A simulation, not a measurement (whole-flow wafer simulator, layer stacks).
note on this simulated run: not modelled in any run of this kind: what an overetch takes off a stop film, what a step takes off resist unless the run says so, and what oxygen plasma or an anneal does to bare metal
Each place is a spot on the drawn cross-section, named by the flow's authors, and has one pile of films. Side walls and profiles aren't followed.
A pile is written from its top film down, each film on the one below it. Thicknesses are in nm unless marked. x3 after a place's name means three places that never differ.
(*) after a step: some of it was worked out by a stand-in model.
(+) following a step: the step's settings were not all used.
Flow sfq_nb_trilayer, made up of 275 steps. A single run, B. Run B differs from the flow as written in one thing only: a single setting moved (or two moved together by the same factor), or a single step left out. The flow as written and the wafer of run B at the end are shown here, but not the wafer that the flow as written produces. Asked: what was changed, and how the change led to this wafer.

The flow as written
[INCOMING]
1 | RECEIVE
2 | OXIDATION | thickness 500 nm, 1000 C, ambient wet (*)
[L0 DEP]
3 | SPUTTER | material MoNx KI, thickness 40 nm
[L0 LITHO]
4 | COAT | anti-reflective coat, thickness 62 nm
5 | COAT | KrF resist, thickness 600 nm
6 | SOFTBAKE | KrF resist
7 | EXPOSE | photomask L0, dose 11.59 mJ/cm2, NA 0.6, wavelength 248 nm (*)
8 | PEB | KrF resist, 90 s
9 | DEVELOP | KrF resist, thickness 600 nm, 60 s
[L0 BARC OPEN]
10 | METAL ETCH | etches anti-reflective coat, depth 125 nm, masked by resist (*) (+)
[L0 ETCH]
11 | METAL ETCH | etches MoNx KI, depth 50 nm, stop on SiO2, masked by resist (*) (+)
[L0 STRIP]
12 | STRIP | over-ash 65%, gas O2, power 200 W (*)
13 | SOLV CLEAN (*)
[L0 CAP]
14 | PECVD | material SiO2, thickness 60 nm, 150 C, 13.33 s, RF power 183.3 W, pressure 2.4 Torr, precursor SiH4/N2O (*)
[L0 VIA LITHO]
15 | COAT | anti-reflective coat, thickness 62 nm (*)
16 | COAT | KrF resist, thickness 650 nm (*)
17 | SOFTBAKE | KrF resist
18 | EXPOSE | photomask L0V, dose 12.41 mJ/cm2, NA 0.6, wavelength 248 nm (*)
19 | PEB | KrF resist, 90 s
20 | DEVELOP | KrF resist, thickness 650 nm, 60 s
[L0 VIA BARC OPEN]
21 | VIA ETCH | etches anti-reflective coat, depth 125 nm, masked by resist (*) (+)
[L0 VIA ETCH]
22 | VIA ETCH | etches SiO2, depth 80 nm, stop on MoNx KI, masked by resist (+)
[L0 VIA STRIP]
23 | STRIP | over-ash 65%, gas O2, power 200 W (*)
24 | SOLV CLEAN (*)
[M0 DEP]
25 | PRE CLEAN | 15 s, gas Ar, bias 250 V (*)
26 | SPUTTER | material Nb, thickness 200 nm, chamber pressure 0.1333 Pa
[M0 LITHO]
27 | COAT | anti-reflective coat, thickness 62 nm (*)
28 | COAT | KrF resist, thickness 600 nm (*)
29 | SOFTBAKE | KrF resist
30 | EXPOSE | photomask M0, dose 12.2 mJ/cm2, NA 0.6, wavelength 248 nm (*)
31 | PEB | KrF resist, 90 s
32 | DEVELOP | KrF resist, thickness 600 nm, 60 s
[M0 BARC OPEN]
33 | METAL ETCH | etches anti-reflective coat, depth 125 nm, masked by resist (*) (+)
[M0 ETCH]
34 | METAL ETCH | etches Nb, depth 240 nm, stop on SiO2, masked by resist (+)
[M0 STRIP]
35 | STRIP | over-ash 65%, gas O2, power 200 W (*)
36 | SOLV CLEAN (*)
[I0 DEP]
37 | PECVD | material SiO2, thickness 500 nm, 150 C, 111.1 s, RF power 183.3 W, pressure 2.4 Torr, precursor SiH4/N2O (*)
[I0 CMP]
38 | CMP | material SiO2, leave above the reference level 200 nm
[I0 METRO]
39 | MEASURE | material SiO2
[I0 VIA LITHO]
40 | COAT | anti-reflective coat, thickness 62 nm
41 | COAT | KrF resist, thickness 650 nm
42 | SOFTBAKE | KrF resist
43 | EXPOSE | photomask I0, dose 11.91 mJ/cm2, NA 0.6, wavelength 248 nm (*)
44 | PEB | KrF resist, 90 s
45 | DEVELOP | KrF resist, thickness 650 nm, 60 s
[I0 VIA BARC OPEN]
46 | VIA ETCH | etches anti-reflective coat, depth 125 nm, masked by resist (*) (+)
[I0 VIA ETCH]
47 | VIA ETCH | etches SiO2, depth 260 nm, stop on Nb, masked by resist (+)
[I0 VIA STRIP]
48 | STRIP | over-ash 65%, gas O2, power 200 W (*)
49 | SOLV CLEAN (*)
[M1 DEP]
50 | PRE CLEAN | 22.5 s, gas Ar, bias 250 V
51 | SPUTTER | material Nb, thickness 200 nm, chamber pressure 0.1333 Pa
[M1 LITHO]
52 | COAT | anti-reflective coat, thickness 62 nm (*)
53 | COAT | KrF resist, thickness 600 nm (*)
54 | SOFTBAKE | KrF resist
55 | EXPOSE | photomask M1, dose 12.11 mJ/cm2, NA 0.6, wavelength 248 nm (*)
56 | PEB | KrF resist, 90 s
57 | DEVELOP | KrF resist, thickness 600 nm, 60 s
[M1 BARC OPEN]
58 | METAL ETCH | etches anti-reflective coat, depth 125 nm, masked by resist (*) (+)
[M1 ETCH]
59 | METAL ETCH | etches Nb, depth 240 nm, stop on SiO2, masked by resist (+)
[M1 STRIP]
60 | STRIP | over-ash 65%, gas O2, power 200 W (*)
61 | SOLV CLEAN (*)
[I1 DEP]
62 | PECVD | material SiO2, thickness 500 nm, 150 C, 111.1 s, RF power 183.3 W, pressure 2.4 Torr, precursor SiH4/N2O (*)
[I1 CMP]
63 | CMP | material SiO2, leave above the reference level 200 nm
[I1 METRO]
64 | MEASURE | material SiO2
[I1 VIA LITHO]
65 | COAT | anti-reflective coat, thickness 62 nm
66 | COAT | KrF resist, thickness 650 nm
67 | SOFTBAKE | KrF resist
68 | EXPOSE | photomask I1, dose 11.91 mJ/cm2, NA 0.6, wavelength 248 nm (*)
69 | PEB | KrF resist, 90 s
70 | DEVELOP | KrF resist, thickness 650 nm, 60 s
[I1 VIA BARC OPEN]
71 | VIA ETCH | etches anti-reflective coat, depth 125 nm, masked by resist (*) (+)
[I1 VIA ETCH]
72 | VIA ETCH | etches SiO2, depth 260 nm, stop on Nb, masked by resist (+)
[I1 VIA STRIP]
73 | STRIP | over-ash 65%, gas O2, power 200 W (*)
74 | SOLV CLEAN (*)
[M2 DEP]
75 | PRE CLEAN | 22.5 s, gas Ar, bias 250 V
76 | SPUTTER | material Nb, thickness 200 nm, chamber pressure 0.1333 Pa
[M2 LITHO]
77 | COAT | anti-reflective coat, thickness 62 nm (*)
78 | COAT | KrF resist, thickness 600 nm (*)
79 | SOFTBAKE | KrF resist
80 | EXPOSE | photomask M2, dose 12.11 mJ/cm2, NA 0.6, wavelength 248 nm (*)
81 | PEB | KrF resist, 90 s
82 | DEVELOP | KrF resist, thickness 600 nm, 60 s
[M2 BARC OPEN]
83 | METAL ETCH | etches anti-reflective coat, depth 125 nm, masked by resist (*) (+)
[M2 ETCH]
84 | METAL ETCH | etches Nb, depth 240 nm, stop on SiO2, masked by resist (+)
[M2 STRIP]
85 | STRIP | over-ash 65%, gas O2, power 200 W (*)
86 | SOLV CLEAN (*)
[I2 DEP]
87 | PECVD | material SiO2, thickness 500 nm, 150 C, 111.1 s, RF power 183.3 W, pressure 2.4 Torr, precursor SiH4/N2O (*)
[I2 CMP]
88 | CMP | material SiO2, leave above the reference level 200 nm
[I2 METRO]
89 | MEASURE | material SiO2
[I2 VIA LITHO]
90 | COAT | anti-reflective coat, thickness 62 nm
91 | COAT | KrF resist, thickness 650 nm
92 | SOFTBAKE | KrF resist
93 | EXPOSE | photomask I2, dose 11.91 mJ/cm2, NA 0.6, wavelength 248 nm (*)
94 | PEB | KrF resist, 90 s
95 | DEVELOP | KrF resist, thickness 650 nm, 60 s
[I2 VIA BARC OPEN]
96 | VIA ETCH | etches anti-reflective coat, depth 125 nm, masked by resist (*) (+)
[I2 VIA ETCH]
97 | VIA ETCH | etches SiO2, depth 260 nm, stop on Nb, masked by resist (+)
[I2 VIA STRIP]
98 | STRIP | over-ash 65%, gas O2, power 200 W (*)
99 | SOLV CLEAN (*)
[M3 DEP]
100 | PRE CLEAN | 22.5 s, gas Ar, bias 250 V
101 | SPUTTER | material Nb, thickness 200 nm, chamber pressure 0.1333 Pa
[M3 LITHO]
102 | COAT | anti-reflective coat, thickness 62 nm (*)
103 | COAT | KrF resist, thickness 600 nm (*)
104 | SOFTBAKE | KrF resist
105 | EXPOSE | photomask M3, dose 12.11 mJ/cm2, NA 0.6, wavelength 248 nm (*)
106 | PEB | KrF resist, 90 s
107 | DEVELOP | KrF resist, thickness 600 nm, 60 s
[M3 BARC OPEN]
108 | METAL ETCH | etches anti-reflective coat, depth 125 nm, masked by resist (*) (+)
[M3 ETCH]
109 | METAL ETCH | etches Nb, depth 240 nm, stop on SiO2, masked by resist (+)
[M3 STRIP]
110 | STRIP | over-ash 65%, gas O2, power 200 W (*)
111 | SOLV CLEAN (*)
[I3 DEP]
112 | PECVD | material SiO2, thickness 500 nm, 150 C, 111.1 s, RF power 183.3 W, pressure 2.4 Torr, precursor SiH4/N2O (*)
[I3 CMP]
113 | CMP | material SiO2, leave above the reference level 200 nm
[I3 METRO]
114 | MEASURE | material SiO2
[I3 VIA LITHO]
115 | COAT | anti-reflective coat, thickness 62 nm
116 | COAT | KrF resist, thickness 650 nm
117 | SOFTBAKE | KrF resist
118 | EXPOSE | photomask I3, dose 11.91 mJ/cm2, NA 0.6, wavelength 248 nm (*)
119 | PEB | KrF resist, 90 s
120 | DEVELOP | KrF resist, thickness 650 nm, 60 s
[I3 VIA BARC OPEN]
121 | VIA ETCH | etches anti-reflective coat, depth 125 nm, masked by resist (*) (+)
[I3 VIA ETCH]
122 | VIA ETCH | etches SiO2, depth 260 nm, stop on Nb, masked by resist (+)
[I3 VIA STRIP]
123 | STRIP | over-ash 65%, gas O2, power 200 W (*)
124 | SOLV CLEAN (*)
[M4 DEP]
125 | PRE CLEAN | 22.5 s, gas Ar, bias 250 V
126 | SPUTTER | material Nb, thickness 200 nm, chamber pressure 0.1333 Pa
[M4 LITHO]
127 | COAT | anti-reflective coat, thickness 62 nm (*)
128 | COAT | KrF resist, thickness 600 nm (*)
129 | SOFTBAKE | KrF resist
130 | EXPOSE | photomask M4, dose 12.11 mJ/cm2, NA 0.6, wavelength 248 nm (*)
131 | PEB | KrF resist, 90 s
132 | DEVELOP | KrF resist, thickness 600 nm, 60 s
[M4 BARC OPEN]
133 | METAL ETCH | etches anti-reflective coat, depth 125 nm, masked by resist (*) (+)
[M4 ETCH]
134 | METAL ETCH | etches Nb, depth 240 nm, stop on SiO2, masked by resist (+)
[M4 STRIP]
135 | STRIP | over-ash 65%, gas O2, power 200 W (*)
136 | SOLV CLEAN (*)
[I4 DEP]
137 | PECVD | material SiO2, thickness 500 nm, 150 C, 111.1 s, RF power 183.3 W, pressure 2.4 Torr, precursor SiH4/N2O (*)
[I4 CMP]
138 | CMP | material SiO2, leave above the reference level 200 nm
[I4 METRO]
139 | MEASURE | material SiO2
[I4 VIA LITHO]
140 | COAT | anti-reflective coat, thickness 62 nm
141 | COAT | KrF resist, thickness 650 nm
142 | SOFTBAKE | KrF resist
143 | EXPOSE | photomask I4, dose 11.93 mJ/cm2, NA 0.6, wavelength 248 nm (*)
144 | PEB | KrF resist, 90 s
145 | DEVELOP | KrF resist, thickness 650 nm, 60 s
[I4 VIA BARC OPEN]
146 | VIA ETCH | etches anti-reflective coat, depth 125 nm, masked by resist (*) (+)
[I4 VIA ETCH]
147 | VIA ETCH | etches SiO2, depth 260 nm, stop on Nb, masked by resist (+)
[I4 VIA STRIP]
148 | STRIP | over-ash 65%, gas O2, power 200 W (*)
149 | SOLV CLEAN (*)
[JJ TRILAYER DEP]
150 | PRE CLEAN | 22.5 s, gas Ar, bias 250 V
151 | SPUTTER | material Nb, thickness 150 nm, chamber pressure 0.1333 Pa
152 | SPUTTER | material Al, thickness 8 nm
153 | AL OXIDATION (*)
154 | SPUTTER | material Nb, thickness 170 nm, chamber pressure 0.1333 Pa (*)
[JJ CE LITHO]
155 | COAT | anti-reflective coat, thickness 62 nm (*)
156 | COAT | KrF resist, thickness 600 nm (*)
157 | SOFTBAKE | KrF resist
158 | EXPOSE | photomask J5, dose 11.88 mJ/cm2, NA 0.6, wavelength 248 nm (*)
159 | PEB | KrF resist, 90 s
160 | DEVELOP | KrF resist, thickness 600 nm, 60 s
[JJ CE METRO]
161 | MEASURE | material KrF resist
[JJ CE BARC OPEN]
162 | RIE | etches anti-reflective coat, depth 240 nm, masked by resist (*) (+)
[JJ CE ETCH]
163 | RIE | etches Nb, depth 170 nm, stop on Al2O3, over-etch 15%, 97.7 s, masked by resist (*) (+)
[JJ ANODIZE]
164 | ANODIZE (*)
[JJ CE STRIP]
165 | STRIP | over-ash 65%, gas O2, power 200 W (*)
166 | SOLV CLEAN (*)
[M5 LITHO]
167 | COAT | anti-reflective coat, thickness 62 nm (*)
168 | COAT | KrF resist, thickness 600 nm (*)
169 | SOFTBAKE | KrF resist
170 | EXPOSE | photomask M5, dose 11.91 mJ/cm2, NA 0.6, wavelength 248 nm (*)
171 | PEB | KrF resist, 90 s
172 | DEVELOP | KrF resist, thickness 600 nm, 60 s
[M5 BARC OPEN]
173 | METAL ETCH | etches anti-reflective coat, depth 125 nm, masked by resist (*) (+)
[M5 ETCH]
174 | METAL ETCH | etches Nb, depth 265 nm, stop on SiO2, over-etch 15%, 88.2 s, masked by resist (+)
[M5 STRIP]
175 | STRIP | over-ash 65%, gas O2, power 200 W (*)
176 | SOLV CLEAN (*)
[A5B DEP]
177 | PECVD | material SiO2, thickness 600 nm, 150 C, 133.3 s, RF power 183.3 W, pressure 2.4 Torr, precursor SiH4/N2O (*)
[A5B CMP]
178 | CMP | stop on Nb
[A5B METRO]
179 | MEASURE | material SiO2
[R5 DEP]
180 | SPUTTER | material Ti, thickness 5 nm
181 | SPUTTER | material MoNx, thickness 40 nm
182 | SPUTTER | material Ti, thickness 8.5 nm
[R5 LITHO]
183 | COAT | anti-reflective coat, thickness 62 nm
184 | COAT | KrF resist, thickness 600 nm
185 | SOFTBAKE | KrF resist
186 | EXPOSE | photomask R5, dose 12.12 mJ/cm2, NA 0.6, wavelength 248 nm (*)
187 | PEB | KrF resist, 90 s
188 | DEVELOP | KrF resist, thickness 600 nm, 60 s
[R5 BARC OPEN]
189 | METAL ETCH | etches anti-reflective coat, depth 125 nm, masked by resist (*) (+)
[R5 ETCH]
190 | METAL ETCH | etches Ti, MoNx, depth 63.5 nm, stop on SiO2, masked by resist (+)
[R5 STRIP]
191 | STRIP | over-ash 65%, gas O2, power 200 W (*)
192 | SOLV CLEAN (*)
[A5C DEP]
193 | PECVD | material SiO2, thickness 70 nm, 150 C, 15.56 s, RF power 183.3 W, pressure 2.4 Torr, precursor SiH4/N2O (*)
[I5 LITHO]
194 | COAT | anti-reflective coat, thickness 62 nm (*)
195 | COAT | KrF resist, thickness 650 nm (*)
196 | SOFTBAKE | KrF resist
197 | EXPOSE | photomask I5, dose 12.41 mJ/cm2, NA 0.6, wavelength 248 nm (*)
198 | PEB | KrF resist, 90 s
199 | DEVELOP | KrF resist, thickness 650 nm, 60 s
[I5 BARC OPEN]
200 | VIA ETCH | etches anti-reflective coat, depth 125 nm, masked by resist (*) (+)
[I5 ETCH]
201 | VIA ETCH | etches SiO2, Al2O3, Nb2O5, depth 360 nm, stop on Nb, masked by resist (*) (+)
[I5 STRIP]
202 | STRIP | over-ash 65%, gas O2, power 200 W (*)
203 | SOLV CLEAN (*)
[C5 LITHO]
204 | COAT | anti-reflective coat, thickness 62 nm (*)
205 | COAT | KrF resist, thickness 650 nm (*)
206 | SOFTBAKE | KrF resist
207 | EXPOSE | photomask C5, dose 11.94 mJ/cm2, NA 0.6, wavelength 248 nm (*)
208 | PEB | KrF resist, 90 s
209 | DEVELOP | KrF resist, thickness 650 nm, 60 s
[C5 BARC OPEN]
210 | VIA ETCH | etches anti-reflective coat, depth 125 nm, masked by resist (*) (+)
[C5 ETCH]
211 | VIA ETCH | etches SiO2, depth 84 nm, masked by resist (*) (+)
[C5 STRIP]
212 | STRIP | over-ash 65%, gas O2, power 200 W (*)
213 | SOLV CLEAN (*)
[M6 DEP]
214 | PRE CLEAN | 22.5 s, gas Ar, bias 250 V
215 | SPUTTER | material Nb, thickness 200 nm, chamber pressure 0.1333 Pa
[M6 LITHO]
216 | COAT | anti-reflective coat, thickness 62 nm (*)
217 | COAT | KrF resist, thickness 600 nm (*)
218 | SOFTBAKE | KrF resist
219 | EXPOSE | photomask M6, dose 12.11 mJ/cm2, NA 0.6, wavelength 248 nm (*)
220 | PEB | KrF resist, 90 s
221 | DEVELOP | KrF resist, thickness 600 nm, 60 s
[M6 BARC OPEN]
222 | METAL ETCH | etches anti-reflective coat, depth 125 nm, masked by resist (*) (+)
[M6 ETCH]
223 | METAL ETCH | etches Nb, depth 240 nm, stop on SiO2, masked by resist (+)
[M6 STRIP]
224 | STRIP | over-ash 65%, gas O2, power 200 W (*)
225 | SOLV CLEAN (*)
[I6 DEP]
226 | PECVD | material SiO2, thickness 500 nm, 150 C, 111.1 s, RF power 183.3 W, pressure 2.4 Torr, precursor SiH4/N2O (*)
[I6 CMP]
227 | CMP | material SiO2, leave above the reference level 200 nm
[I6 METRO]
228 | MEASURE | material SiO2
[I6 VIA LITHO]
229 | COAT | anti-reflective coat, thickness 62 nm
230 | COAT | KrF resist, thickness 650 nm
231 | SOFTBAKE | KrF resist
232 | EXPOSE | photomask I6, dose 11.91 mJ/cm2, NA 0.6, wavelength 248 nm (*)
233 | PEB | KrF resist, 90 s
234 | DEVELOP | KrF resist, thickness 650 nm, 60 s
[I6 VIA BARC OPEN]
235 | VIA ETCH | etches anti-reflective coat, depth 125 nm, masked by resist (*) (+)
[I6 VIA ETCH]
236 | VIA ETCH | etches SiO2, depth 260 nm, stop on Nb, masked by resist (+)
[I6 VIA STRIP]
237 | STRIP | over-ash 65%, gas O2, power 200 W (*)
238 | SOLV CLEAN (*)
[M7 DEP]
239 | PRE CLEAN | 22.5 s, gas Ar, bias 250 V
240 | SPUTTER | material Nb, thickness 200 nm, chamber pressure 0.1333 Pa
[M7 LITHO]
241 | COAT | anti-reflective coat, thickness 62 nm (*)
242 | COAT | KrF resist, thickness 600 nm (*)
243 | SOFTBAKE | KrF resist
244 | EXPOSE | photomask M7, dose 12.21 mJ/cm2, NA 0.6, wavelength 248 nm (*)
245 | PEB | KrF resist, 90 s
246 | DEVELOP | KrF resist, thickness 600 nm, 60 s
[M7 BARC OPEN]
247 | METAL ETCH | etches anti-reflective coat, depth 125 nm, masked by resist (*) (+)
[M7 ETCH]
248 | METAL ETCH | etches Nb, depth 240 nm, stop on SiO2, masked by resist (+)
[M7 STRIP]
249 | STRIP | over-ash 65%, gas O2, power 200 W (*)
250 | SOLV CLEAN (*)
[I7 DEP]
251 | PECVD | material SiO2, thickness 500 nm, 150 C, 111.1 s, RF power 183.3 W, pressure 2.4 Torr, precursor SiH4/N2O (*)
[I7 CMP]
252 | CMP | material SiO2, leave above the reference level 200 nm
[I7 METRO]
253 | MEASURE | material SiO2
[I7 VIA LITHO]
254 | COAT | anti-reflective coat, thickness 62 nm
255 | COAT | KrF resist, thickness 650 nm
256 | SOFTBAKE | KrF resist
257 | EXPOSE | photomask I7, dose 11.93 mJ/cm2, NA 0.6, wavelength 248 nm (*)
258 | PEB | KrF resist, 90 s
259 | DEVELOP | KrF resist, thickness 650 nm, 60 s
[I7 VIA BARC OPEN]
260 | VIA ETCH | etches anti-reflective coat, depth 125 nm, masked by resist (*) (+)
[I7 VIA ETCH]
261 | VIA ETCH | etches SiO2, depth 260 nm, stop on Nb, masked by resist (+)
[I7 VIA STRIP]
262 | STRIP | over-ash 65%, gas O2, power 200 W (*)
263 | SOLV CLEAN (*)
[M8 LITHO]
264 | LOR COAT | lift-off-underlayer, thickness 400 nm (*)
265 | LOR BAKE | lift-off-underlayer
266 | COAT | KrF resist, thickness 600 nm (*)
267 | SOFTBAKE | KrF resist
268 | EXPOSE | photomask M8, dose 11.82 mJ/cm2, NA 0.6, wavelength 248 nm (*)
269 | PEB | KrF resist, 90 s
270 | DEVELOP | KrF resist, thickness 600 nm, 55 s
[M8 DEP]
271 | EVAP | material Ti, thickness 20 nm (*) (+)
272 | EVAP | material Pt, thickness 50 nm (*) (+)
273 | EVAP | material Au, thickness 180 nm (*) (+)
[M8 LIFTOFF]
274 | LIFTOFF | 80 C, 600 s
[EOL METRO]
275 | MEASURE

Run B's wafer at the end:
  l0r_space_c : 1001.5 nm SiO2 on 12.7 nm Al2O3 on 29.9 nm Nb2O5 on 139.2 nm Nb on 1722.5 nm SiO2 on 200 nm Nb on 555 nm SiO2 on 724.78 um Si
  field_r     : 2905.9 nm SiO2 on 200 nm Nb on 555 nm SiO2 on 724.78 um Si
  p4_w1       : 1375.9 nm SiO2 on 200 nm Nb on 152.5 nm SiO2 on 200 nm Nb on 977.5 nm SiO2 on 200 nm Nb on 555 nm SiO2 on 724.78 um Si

Cause: step 113, CMP: leave above the reference level 160 nm was run, though the flow has leave above the reference level 200 nm.

The path from the change to this, step by step:
  113 | CMP | material SiO2, leave above the reference level 200 nm
      field_l, be, be_sur and 64 more: -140 SiO2 (as written it would have been: -100 SiO2)
      v_sur, via_wl, via_wr and 27 more: -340 SiO2 (as written it would have been: -300 SiO2)
      (also at 9 further places)
  122 | VIA ETCH | etches SiO2, depth 260 nm, stop on Nb, masked by resist (+)
      field_l, v_sur, via_wl and 102 more: -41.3 KrF resist (as written it would have been: -44.8 KrF resist)
      via_v: -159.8 SiO2 (all of it) (as written it would have been: -199.8 SiO2 (all of it))
  126 | SPUTTER | material Nb, thickness 200 nm, chamber pressure 0.1333 Pa
      via_v: +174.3 Nb (as written it would have been: +165.5 Nb)
  127 | COAT | anti-reflective coat, thickness 62 nm (*)
      via_v: +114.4 anti-reflective coat (new film) (as written it would have been: +124.8 anti-reflective coat (new film))
  128 | COAT | KrF resist, thickness 600 nm (*)
      via_v: +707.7 KrF resist (new film) (as written it would have been: +739.8 KrF resist (new film))
  135 | STRIP | over-ash 65%, gas O2, power 200 W (*)
      via_v: -489.8 KrF resist (all of it), -114.4 anti-reflective coat (all of it) (as written it would have been: -521.8 KrF resist (all of it), -124.8 anti-reflective coat (all of it))
  137 | PECVD | material SiO2, thickness 500 nm, 150 C, 111.1 s, RF power 183.3 W, pressure 2.4 Torr, precursor SiH4/N2O (*)
      via_v: +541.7 SiO2 (new film) (as written it would have been: +615 SiO2 (new film))
  138 | CMP | material SiO2, leave above the reference level 200 nm
      via_v: -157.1 SiO2 (as written it would have been: -181.6 SiO2)
